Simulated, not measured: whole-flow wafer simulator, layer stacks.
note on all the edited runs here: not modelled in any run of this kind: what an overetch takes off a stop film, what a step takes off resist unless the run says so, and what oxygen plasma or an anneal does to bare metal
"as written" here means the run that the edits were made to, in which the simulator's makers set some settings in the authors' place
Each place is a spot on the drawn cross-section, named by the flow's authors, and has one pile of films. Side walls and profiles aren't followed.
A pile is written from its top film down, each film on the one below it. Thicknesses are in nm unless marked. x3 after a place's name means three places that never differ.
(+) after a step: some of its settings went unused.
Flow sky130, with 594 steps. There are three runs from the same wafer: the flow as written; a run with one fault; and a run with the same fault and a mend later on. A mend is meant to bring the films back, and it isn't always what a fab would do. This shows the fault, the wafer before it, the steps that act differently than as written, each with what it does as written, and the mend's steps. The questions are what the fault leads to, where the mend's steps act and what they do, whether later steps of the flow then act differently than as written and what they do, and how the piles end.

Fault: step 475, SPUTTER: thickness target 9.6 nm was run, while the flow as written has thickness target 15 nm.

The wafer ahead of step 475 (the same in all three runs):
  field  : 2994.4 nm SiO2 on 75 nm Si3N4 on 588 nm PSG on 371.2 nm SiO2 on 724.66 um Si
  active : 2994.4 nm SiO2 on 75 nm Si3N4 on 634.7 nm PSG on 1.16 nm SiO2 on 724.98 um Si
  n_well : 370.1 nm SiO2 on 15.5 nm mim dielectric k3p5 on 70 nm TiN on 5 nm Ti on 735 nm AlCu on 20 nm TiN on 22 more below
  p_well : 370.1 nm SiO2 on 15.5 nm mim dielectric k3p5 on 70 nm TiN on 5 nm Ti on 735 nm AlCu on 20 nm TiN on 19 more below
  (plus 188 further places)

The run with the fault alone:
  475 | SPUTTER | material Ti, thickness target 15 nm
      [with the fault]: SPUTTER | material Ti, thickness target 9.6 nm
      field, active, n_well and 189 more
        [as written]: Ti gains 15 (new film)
        [with the fault]: Ti gains 9.6 (new film)
  Later steps of the flow acting differently than as written (11 more steps, not shown, differ only slightly: by at most 2% or 0.5 nm, whichever is larger):
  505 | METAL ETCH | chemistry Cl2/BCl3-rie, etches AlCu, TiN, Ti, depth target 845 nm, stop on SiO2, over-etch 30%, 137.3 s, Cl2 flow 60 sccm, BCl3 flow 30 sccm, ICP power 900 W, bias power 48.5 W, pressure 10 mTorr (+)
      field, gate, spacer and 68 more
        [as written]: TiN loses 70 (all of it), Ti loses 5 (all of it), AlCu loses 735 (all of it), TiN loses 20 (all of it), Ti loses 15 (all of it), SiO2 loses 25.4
        [with the fault]: TiN loses 70 (all of it), Ti loses 5 (all of it), AlCu loses 735 (all of it), TiN loses 20 (all of it), Ti loses 9.6 (all of it), SiO2 loses 25.9
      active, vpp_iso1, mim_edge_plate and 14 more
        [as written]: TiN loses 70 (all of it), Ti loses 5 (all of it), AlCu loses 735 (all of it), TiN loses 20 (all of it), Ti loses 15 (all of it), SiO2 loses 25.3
        [with the fault]: TiN loses 70 (all of it), Ti loses 5 (all of it), AlCu loses 735 (all of it), TiN loses 20 (all of it), Ti loses 9.6 (all of it), SiO2 loses 25.9
  By the end, the piles at n_well, p_well, gate_hv and 102 more depart from the flow's by more than 2% or 0.5 nm, whichever is larger.
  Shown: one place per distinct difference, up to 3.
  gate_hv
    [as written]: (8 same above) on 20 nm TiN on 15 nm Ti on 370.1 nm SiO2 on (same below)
    [with the fault]: (8 same above) on 20 nm TiN on 9.6 nm Ti on 370.1 nm SiO2 on (same below)
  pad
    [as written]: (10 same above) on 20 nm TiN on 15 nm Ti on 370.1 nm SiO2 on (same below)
    [with the fault]: (10 same above) on 20 nm TiN on 9.6 nm Ti on 370.1 nm SiO2 on (same below)
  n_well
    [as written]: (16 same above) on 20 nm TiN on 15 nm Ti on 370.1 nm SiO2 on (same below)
    [with the fault]: (16 same above) on 20 nm TiN on 9.6 nm Ti on 370.1 nm SiO2 on (same below)

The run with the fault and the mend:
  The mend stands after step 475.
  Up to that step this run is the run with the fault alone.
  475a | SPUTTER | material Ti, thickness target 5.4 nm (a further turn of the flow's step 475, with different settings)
      field, active, n_well and 189 more
        Ti gains 5.4
  Later steps of the flow that are run all act as written at every place that is followed.
  At every place that both follow, the piles at the end match the flow's.
